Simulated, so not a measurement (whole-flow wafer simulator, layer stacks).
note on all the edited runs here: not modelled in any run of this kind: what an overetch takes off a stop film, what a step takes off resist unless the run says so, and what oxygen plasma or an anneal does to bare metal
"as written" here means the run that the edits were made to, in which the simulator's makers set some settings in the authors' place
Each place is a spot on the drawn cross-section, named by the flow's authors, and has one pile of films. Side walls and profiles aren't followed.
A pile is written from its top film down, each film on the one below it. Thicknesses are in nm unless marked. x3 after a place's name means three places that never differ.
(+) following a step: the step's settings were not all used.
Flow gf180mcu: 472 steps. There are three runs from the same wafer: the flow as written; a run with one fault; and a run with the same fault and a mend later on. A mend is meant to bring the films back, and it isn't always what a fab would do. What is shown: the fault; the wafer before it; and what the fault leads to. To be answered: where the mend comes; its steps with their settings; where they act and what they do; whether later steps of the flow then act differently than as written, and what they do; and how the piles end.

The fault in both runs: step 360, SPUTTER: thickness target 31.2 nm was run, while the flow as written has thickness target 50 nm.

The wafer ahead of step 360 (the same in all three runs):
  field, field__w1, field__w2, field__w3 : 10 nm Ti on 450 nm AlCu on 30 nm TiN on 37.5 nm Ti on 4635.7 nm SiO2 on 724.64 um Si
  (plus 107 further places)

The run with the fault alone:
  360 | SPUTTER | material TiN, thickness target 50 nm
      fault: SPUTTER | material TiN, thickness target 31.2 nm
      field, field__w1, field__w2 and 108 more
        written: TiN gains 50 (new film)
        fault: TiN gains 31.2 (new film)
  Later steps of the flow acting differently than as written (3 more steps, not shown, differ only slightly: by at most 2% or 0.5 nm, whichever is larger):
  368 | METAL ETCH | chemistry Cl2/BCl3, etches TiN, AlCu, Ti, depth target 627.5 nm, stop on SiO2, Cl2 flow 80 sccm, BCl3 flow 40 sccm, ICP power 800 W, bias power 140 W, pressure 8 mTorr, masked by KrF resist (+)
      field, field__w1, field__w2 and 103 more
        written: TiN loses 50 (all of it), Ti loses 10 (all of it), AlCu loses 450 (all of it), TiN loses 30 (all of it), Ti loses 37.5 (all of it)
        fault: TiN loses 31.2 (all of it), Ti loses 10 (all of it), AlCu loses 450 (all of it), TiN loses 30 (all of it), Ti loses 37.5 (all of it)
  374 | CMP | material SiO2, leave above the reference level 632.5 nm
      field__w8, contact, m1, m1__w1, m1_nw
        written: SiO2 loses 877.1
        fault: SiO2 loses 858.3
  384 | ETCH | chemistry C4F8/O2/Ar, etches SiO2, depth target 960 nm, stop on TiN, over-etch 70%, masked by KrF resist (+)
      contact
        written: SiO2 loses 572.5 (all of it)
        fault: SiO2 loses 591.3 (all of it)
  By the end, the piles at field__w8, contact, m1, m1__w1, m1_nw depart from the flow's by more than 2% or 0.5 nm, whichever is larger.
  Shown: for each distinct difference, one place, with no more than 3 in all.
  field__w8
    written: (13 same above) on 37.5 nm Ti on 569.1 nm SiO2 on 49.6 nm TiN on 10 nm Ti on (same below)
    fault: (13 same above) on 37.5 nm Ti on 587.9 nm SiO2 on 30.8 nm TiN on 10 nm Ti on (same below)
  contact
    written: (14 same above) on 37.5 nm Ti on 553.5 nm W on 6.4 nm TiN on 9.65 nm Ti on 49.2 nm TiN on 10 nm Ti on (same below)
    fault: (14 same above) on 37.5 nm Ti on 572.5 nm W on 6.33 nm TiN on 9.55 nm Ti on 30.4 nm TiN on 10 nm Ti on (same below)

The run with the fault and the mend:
  The mend follows step 360.
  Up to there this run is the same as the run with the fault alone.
  360a | SPUTTER | material TiN, thickness target 18.8 nm (a further turn of the flow's step 360, with different settings)
      field, field__w1, field__w2 and 108 more
        TiN gains 18.8
  None of the later steps of the flow acts differently than as written at any place that is followed.
  The piles end the same as the flow's at every place that both follow.
